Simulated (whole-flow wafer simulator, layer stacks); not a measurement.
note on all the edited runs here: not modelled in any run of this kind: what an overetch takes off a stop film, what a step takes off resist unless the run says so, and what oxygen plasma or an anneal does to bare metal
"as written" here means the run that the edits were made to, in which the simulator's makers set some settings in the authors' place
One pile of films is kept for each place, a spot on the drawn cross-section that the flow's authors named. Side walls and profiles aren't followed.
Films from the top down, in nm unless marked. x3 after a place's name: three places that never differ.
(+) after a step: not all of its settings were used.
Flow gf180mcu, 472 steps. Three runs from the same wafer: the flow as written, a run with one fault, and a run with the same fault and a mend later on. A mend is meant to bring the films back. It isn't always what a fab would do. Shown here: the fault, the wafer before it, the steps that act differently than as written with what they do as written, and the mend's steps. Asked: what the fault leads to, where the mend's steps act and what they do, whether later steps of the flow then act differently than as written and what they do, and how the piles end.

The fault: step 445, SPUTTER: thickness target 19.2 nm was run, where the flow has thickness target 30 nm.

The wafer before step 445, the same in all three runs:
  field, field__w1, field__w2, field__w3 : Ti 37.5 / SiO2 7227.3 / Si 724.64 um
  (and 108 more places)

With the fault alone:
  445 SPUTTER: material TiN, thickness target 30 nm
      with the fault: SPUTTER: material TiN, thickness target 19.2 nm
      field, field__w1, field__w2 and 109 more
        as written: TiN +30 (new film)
        with the fault: TiN +19.2 (new film)
  Later steps of the flow that act differently than as written (5 more steps differ only slightly, by at most 2% or 0.5 nm, whichever is larger, and aren't shown):
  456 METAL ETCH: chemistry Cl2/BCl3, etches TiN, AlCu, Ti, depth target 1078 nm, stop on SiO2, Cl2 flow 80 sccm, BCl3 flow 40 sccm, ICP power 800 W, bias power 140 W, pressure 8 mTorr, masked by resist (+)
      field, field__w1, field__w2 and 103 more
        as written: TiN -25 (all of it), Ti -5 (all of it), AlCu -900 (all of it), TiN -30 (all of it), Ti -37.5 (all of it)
        with the fault: TiN -25 (all of it), Ti -5 (all of it), AlCu -900 (all of it), TiN -19.2 (all of it), Ti -37.5 (all of it)
  At the end the piles differ from the flow's by more than 2% or 0.5 nm, whichever is larger, at field__w8, contact, m1, m1__w1, pad, m1_nw.
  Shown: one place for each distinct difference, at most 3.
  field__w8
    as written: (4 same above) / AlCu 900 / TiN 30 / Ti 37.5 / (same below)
    with the fault: (4 same above) / AlCu 900 / TiN 19.2 / Ti 37.5 / (same below)
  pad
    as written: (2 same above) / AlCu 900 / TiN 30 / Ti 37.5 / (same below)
    with the fault: (2 same above) / AlCu 900 / TiN 19.2 / Ti 37.5 / (same below)

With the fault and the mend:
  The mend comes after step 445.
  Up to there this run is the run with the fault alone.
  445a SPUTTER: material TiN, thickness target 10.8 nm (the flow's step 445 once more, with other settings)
      field, field__w1, field__w2 and 109 more
        TiN +10.8
  No later step of the flow acts differently than as written at any place that is followed.
  At the end the piles are the same as the flow's at every place that both follow.
